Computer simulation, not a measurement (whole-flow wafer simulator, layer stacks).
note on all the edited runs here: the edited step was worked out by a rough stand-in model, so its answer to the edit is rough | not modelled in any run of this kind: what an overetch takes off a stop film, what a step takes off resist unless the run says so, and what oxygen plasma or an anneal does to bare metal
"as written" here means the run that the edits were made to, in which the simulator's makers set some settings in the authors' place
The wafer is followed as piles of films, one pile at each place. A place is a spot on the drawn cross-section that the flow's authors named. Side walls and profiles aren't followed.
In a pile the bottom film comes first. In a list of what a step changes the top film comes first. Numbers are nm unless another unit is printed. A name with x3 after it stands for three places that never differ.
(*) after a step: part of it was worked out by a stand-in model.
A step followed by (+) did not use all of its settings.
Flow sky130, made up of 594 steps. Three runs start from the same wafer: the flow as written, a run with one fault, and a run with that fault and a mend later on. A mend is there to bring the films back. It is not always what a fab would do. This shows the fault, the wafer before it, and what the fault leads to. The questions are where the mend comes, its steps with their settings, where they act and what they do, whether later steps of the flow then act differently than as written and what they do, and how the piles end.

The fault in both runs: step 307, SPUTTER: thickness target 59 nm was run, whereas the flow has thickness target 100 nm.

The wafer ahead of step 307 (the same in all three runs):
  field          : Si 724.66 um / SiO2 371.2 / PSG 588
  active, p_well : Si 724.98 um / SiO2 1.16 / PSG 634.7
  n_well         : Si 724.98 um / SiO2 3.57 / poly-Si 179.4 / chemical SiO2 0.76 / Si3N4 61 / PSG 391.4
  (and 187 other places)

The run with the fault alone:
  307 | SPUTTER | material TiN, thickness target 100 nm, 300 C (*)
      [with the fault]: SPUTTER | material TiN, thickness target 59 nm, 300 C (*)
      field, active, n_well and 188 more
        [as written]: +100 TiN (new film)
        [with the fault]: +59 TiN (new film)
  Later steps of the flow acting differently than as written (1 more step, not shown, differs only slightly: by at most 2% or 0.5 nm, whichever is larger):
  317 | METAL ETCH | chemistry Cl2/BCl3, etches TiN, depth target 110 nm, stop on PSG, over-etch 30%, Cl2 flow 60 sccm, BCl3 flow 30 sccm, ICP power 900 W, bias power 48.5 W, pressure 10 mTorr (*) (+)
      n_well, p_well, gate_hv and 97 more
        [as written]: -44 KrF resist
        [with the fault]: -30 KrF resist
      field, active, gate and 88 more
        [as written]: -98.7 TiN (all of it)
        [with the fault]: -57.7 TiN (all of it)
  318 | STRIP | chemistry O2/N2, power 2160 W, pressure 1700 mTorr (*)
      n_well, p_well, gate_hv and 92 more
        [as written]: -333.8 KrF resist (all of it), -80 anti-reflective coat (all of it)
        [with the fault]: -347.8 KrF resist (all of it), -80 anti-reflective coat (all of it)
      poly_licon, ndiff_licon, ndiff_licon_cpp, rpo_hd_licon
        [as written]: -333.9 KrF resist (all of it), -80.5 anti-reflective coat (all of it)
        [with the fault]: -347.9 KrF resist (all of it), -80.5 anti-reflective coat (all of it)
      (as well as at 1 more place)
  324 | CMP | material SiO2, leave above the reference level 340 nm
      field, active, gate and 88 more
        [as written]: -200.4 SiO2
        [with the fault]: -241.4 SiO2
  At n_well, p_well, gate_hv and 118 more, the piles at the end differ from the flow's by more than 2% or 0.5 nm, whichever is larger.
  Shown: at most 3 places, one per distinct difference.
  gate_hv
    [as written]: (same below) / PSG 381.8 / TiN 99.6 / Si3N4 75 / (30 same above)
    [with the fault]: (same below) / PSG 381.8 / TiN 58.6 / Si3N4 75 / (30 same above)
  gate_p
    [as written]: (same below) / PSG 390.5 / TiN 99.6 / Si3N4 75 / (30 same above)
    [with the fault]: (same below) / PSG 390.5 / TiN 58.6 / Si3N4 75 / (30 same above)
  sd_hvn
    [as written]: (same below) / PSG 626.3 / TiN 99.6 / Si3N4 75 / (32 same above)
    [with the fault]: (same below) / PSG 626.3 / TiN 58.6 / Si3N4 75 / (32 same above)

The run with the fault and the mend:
  The mend follows step 307.
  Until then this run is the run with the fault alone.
  307a | SPUTTER | material TiN, thickness target 41 nm, 300 C (*) (the flow's step 307, run once more with other settings)
      field, active, n_well and 188 more
        +41 TiN
  None of the later steps of the flow differs from how it acts as written, at any place that is followed, by more than 2% or 0.5 nm, whichever is larger.
  The piles end the same as the flow's at every place that both follow.
